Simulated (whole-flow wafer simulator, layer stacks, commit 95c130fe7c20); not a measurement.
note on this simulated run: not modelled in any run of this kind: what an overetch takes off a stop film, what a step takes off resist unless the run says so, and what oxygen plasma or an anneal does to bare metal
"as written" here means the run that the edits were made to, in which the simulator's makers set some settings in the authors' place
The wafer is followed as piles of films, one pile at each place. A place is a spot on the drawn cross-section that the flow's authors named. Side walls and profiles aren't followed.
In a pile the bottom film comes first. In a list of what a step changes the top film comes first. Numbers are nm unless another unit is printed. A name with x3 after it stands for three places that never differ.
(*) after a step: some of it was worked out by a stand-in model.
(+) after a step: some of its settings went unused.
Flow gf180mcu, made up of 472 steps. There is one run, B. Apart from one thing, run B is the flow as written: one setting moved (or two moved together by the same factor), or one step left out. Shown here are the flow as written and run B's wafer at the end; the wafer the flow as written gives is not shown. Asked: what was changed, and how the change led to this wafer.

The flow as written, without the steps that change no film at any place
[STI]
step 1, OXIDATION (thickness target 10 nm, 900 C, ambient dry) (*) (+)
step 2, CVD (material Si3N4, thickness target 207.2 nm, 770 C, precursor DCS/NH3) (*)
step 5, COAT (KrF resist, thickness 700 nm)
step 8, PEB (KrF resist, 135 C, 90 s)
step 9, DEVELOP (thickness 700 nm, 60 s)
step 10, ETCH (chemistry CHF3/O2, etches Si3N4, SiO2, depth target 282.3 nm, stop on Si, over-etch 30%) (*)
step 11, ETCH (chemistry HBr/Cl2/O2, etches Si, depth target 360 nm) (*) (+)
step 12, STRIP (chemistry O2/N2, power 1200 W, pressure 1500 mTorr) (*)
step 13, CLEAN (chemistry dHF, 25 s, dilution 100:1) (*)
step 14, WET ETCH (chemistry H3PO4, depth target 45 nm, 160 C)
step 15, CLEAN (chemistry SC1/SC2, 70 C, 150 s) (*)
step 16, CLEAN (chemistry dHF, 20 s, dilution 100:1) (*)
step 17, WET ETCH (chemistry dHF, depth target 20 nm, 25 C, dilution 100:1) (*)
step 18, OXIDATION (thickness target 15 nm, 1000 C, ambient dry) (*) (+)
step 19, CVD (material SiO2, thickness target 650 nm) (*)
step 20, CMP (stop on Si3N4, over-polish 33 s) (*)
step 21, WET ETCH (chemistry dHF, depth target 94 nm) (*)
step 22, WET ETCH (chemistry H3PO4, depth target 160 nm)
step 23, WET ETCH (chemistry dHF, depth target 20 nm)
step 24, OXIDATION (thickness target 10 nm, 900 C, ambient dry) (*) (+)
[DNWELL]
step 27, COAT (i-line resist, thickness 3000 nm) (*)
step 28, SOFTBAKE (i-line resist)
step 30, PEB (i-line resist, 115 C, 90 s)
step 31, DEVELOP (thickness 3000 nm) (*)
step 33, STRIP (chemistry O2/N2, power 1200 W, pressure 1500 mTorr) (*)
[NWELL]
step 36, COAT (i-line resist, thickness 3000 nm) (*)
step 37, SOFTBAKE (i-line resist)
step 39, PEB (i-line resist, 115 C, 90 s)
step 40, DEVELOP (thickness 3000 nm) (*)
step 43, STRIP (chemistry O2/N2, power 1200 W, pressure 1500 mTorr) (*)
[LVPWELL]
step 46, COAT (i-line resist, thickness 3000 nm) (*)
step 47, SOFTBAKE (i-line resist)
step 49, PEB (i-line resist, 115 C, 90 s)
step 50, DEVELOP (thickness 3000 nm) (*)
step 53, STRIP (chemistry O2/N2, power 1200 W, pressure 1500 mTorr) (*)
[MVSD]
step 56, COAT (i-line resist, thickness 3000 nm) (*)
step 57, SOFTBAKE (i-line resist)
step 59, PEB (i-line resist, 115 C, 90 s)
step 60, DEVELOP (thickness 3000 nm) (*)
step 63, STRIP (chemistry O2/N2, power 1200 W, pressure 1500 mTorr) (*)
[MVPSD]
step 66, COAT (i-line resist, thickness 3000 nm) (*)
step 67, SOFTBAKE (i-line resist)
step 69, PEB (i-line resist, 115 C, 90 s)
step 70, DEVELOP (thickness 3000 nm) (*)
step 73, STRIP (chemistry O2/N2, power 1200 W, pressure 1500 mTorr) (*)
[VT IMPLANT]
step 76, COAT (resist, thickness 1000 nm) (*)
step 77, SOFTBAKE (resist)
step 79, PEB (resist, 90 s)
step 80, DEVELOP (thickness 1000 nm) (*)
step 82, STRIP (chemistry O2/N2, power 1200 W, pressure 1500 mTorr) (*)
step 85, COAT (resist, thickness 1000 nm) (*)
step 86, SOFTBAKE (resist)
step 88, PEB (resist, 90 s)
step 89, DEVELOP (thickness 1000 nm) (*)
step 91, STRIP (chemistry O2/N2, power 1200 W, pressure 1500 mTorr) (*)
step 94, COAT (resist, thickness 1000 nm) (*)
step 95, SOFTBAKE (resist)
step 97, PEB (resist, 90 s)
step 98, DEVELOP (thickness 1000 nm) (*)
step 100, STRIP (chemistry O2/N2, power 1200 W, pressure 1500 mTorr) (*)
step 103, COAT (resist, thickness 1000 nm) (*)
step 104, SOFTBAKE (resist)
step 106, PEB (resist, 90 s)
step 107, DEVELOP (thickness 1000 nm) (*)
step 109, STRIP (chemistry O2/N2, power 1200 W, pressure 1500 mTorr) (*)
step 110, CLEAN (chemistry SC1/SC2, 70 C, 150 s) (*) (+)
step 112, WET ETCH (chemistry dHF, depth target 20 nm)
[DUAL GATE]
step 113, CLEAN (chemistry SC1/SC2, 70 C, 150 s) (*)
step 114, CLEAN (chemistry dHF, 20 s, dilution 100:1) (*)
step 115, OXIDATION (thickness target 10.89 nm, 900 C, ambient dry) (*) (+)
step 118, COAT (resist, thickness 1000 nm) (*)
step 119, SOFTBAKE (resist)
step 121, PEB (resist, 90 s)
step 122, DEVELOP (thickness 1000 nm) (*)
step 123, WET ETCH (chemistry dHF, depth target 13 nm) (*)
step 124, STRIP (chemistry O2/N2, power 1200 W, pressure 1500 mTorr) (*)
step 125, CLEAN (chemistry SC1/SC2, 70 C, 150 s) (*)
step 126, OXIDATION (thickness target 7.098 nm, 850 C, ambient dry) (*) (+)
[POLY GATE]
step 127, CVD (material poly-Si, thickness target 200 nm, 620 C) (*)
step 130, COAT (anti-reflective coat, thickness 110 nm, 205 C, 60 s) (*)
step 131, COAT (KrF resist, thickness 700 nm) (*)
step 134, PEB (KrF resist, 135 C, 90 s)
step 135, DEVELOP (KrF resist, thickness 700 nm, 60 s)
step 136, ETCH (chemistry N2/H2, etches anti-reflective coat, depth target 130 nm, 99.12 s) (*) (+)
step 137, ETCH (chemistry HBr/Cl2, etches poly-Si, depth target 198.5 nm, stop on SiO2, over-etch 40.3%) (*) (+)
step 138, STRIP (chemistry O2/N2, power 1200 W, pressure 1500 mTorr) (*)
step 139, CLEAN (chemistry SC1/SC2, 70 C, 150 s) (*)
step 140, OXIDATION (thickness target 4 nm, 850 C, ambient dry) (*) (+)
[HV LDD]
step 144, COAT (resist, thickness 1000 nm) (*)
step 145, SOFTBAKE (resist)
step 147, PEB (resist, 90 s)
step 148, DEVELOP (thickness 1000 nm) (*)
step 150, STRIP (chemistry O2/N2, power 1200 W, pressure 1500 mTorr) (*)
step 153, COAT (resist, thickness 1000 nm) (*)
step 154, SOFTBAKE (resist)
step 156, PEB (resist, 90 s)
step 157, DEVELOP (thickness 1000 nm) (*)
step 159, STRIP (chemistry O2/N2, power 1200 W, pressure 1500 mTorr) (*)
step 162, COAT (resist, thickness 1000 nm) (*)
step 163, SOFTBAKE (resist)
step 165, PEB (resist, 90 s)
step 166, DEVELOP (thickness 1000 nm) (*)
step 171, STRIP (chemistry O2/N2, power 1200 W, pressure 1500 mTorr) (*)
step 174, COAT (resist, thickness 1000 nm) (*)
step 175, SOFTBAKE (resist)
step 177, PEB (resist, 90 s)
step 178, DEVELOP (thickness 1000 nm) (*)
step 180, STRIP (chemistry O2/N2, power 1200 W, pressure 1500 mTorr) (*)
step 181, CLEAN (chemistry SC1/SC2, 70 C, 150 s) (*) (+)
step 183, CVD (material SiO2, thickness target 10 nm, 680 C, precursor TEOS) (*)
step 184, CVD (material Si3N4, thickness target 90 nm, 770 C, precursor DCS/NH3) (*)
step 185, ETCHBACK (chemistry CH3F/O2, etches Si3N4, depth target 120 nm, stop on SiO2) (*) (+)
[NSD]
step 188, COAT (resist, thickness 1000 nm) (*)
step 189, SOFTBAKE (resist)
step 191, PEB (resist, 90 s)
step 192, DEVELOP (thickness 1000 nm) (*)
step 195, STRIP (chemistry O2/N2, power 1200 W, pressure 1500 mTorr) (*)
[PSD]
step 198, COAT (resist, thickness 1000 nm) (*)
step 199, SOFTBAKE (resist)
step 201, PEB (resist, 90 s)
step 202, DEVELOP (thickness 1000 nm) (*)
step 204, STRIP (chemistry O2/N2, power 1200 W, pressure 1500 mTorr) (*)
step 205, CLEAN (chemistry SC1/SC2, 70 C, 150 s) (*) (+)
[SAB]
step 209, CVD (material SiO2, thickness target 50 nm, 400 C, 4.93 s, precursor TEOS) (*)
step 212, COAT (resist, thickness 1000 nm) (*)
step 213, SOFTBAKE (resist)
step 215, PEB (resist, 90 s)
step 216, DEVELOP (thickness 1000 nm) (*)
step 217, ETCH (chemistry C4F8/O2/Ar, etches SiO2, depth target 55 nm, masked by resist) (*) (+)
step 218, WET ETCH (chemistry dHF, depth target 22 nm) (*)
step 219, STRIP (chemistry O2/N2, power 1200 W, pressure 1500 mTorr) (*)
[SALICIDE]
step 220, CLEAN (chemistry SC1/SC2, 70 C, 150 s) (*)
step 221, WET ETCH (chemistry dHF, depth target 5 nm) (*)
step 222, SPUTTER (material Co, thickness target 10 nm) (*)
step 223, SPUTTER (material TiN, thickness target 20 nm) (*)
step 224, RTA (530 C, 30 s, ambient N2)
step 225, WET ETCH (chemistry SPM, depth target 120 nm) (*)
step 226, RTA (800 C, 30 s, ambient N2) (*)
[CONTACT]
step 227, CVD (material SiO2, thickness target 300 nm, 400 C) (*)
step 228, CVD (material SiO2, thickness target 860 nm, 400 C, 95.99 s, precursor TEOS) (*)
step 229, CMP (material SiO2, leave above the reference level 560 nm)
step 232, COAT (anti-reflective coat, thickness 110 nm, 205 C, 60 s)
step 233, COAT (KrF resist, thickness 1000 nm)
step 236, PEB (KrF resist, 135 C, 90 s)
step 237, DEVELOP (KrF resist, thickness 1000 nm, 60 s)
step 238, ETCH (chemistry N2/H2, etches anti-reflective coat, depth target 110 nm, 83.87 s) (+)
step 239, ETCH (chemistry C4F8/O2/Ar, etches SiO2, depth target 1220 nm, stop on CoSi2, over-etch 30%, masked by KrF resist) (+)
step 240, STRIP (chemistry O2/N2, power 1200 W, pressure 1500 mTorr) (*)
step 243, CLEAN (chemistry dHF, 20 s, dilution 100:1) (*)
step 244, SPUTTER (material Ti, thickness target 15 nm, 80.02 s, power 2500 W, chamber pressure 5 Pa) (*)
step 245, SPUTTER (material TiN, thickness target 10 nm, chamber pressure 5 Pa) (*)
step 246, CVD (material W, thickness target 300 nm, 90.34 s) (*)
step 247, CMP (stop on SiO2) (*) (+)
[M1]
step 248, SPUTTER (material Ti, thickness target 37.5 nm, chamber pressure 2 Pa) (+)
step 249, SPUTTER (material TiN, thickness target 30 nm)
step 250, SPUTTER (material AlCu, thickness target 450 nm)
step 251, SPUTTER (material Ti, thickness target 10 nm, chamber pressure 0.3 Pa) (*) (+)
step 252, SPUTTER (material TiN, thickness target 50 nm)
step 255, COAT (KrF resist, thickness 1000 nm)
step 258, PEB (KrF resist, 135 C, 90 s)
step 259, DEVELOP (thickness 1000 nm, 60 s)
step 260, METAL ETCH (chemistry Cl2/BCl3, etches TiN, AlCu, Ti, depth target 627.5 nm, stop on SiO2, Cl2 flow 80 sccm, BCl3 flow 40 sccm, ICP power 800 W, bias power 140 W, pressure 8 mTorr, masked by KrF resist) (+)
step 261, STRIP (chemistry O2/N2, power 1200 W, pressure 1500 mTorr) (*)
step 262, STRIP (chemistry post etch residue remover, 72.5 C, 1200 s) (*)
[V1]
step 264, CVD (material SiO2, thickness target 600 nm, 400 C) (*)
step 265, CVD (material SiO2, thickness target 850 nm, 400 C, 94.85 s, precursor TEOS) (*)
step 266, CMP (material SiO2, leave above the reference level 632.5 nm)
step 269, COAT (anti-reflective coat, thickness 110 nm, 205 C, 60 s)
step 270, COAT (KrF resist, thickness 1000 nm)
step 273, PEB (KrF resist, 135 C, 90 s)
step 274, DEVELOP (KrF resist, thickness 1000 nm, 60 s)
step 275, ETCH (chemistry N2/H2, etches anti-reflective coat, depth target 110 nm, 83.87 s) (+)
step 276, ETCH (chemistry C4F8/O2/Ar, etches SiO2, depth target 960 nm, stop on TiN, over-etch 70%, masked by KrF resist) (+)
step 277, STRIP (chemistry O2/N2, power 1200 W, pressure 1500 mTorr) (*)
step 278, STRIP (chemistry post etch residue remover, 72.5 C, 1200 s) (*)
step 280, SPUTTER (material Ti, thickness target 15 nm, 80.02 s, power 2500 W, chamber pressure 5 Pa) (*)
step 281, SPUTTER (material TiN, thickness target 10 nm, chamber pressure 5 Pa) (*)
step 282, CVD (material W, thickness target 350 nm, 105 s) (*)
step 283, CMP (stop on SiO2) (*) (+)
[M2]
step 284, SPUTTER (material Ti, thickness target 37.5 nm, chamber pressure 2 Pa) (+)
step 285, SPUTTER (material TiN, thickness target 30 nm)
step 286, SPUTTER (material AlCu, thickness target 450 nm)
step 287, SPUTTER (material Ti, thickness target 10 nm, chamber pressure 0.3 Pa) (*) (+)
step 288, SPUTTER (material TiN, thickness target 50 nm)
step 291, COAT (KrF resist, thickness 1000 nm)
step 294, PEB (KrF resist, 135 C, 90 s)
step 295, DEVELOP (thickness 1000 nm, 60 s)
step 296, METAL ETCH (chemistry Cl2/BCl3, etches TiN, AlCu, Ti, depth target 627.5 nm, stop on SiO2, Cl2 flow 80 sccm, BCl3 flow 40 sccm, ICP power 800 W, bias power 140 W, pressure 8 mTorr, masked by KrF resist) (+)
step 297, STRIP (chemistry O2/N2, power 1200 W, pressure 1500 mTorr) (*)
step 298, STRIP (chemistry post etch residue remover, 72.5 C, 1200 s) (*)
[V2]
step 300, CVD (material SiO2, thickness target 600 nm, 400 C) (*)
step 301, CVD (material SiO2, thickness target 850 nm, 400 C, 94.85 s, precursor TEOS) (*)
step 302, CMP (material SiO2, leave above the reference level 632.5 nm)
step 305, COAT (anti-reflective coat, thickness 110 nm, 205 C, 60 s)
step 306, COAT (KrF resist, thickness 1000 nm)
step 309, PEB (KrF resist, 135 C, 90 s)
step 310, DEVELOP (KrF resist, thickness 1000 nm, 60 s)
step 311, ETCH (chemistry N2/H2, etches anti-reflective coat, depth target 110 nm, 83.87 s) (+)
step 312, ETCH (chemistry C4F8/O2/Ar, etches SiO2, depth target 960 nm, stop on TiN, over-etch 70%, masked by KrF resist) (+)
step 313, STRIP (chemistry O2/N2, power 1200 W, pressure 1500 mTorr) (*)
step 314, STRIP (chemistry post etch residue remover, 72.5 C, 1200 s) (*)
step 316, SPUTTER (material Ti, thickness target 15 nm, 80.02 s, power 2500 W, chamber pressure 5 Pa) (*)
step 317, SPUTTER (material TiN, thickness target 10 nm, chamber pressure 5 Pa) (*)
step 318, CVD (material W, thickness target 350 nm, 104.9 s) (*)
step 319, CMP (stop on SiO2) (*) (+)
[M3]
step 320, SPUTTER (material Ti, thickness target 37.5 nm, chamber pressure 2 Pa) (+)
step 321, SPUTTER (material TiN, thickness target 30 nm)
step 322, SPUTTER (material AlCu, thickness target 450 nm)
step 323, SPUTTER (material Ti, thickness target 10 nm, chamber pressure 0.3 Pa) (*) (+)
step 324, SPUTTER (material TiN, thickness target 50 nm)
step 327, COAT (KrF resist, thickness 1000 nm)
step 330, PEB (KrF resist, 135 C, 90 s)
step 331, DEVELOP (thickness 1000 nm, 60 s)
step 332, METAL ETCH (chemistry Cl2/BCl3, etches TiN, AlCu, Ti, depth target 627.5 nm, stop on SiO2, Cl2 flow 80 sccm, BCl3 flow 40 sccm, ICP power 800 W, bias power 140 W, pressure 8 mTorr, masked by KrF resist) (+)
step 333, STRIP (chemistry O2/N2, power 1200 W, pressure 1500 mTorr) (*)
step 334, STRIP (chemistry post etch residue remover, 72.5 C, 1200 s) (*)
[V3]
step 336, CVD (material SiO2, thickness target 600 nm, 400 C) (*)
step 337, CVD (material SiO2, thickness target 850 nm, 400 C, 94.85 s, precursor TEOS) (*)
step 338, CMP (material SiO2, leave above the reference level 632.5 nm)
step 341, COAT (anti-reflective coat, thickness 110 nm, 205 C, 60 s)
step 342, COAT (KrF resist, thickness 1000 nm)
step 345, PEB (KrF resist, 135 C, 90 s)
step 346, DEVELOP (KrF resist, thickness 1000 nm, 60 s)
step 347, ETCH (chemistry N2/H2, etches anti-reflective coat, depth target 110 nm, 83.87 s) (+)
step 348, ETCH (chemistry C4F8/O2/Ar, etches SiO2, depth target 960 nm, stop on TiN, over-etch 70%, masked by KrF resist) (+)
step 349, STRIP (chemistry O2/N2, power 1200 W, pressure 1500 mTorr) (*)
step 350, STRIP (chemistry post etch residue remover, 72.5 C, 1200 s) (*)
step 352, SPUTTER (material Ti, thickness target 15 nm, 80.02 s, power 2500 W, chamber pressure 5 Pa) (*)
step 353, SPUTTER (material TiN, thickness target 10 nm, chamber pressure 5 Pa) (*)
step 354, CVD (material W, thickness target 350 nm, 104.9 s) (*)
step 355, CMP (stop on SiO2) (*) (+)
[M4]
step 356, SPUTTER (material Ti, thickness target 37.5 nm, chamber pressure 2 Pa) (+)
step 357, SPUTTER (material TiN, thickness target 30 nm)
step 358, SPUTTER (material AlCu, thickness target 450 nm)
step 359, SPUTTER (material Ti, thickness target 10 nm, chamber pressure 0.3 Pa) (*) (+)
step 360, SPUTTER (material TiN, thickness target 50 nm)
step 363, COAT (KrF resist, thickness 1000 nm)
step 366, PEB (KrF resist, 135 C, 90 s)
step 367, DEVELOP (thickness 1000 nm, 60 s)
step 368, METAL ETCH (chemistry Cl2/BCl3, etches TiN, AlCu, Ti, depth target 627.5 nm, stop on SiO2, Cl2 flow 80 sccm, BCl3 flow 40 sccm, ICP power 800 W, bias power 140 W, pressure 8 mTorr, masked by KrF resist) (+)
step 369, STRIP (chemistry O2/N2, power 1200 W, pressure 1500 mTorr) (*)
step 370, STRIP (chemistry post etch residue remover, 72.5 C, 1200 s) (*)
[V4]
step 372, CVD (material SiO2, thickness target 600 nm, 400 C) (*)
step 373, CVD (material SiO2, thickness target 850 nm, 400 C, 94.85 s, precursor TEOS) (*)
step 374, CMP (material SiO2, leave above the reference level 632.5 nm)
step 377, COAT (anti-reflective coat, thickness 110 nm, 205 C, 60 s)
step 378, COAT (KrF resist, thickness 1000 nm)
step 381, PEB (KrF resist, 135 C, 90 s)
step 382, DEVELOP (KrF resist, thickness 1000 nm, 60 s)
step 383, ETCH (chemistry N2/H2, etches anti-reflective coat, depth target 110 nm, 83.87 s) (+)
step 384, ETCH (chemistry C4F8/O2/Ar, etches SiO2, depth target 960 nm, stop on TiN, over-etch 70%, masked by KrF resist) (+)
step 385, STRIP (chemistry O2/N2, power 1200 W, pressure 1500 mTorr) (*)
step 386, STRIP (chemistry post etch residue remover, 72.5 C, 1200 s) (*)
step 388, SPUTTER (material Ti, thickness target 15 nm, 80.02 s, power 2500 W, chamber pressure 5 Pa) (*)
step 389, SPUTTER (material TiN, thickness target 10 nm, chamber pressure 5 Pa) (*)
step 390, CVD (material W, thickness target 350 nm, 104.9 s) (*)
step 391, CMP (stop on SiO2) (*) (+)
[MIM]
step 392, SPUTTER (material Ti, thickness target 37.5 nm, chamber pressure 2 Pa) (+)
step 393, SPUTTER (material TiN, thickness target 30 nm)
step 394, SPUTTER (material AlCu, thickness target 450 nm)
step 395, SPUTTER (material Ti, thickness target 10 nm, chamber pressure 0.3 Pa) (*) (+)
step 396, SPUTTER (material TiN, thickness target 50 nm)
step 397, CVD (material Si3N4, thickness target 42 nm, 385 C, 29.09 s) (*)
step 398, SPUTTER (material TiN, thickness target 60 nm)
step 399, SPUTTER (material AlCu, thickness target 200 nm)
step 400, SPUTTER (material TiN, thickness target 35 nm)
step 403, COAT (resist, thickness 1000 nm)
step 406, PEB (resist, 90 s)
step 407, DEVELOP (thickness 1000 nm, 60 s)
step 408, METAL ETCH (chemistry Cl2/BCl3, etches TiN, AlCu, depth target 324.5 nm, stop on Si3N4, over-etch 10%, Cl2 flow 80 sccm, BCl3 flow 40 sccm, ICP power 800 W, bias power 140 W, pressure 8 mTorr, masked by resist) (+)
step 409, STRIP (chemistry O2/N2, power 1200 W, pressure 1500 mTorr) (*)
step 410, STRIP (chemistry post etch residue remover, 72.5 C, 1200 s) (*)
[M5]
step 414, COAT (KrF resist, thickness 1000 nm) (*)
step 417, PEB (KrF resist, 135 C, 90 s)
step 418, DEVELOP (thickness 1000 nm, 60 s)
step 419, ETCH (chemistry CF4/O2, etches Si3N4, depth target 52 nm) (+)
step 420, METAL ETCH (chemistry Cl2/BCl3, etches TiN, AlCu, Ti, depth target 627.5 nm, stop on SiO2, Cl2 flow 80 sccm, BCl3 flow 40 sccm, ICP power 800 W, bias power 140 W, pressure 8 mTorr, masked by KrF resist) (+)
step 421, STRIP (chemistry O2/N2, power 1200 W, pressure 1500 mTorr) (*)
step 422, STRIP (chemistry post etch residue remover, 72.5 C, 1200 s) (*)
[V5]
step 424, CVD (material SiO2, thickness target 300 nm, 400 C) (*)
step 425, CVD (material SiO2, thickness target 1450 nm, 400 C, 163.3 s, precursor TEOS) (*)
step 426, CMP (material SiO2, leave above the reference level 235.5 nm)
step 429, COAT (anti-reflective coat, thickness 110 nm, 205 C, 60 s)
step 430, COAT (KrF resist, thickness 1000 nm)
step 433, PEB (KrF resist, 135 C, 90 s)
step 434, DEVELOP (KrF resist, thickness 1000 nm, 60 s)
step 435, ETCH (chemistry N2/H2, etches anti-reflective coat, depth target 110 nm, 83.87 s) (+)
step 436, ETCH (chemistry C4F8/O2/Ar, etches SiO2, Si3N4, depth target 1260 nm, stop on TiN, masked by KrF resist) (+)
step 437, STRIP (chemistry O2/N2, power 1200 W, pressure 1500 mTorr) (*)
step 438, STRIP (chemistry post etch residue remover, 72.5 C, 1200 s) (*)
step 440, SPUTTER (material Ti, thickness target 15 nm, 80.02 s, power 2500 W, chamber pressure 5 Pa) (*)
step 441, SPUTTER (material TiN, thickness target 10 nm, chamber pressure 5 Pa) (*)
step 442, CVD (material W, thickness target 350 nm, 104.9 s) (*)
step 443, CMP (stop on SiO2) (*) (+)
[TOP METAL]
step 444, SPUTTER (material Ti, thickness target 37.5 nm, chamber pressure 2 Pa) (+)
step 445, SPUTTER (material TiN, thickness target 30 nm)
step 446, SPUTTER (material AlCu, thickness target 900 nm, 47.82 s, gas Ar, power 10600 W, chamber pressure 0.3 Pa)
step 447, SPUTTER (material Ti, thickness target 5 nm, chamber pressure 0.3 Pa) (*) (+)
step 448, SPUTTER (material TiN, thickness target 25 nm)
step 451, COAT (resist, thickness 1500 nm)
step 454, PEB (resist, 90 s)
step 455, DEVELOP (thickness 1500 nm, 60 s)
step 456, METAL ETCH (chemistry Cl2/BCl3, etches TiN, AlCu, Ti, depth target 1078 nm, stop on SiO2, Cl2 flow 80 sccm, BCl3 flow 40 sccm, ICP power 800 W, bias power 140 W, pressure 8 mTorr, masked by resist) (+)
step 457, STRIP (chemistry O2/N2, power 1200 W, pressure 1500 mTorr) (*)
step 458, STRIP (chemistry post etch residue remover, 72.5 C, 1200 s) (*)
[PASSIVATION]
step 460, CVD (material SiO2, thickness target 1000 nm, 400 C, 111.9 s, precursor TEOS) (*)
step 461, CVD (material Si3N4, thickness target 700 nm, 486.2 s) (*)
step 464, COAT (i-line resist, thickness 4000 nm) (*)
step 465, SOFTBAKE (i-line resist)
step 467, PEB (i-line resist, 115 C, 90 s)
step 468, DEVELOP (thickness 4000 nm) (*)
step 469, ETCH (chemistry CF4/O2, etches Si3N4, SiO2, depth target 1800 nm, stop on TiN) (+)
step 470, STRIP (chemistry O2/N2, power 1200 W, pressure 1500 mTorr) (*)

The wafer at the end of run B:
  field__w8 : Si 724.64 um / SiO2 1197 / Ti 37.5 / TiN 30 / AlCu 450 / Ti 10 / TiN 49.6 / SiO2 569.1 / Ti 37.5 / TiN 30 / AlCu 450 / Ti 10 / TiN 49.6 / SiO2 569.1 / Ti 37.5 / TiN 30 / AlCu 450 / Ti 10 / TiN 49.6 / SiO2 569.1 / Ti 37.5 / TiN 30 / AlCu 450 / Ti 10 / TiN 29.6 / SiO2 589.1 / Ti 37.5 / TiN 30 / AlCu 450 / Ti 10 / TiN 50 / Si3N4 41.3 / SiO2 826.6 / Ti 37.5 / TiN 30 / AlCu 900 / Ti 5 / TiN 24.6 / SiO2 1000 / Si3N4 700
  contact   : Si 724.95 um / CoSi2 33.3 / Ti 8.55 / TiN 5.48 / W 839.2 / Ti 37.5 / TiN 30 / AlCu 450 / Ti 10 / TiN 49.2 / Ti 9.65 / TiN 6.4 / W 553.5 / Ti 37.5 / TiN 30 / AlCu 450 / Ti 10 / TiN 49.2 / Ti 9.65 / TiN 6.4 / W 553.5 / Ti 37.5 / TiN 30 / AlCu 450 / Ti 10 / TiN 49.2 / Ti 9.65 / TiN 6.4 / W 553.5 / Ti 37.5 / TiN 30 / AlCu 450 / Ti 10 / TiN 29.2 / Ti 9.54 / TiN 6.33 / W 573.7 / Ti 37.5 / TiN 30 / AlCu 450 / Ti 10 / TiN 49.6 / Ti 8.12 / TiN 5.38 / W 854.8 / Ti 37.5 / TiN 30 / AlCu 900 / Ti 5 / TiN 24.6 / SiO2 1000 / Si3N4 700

The reason: step 360, SPUTTER: thickness target 30 nm was run, though the flow has thickness target 50 nm.

How this came from the change, step by step:
  step 360, SPUTTER (material TiN, thickness target 50 nm)
      field, field__w1, field__w2 and 108 more: TiN gains 30 (new film) (as written it would have been: TiN gains 50 (new film))
  step 368, METAL ETCH (chemistry Cl2/BCl3, etches TiN, AlCu, Ti, depth target 627.5 nm, stop on SiO2, Cl2 flow 80 sccm, BCl3 flow 40 sccm, ICP power 800 W, bias power 140 W, pressure 8 mTorr, masked by KrF resist) (+)
      field, field__w1, field__w2 and 103 more: TiN loses 30 (all of it), Ti loses 10 (all of it), AlCu loses 450 (all of it), TiN loses 30 (all of it), Ti loses 37.5 (all of it) (as written it would have been: TiN loses 50 (all of it), Ti loses 10 (all of it), AlCu loses 450 (all of it), TiN loses 30 (all of it), Ti loses 37.5 (all of it))
  step 374, CMP (material SiO2, leave above the reference level 632.5 nm)
      field__w8, contact, m1, m1__w1, m1_nw: SiO2 loses 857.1 (as written it would have been: SiO2 loses 877.1)
  step 384, ETCH (chemistry C4F8/O2/Ar, etches SiO2, depth target 960 nm, stop on TiN, over-etch 70%, masked by KrF resist) (+)
      contact: SiO2 loses 592.1 (all of it) (as written it would have been: SiO2 loses 572.1 (all of it))
  step 390, CVD (material W, thickness target 350 nm, 104.9 s) (*)
      contact: W gains 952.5 (new film) (as written it would have been: W gains 932.3 (new film))
